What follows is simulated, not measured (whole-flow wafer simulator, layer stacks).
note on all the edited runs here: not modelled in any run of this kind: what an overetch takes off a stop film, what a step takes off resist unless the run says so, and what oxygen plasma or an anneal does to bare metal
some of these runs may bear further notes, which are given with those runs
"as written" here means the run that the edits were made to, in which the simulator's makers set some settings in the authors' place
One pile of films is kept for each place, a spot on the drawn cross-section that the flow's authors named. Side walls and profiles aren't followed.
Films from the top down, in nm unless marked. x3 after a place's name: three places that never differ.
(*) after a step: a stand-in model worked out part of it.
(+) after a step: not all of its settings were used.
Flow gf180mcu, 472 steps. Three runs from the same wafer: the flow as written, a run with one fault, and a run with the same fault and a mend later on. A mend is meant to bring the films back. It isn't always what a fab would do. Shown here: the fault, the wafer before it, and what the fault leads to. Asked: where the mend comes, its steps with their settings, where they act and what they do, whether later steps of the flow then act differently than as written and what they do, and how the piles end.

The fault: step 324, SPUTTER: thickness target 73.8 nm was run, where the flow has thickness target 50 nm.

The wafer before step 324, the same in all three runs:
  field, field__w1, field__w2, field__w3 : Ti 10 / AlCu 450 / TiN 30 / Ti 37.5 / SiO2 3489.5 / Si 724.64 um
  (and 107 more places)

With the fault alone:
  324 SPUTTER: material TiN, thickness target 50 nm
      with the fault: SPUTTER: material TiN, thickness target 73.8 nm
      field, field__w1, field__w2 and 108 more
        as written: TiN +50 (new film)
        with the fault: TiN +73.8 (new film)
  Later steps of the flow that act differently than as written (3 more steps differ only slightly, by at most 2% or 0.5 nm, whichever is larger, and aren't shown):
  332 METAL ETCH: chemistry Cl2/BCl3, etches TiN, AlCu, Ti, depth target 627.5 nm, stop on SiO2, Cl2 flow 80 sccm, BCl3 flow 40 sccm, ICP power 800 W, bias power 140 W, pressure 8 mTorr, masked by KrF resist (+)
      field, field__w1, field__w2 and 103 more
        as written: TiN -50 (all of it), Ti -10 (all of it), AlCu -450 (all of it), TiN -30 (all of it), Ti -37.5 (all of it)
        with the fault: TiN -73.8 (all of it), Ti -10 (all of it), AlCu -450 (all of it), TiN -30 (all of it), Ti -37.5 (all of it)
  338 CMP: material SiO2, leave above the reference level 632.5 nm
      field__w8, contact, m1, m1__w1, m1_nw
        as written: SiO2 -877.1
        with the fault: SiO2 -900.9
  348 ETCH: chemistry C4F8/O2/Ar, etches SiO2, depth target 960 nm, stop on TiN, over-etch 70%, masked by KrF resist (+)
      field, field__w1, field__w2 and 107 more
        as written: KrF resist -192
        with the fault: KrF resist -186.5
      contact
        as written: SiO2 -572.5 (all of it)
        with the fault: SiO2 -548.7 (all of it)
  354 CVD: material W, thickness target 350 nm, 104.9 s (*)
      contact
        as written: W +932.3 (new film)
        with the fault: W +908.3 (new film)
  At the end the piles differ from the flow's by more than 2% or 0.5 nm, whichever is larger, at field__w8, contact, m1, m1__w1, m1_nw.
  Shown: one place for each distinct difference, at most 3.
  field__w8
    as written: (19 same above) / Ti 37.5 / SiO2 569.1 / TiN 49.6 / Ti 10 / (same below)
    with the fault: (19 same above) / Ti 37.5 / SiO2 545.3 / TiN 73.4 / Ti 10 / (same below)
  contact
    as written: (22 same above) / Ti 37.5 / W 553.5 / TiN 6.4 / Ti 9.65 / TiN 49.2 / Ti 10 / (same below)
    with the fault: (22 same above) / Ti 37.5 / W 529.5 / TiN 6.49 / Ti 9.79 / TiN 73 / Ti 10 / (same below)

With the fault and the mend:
  The mend comes after step 331.
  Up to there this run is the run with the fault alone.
  331a STRIP: chemistry O2/N2, power 2160 W, pressure 1700 mTorr (*)
      field__w8, contact, m1, m1__w1, m1_nw
        KrF resist -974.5 (all of it)
  331b METAL ETCH: chemistry Cl2/BCl3, etches TiN, AlCu, Ti, depth target 23.8 nm, Cl2 flow 80 sccm, BCl3 flow 40 sccm, ICP power 800 W, bias power 140 W, pressure 8 mTorr (the flow's step 260 once more, with other settings)
      field, field__w1, field__w2 and 108 more
        TiN -23.8
  331c HMDS: 120 C, 60 s (the flow's step 326 once more)
      changes no film at any place that is followed
  331d COAT: KrF resist, thickness 1000 nm (the flow's step 327 once more)
      field, field__w1, field__w2 and 108 more
        KrF resist +1000 (new film)
  331e SOFTBAKE: KrF resist (the flow's step 328 once more)
      changes no film at any place that is followed
  331f EXPOSE: photomask Metal3 (the flow's step 329 once more)
      changes no film at any place that is followed
  331g PEB: KrF resist, 135 C, 90 s (the flow's step 330 once more)
      field, field__w1, field__w2 and 108 more
        KrF resist -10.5
  331h DEVELOP: thickness 1000 nm, 60 s (the flow's step 331 once more)
      field, field__w1, field__w2 and 103 more
        KrF resist -989.5 (all of it)
      field__w8, contact, m1, m1__w1, m1_nw
        KrF resist -14.9
  No later step of the flow acts differently than as written at any place that is followed.
  At the end the piles are the same as the flow's at every place that both follow.
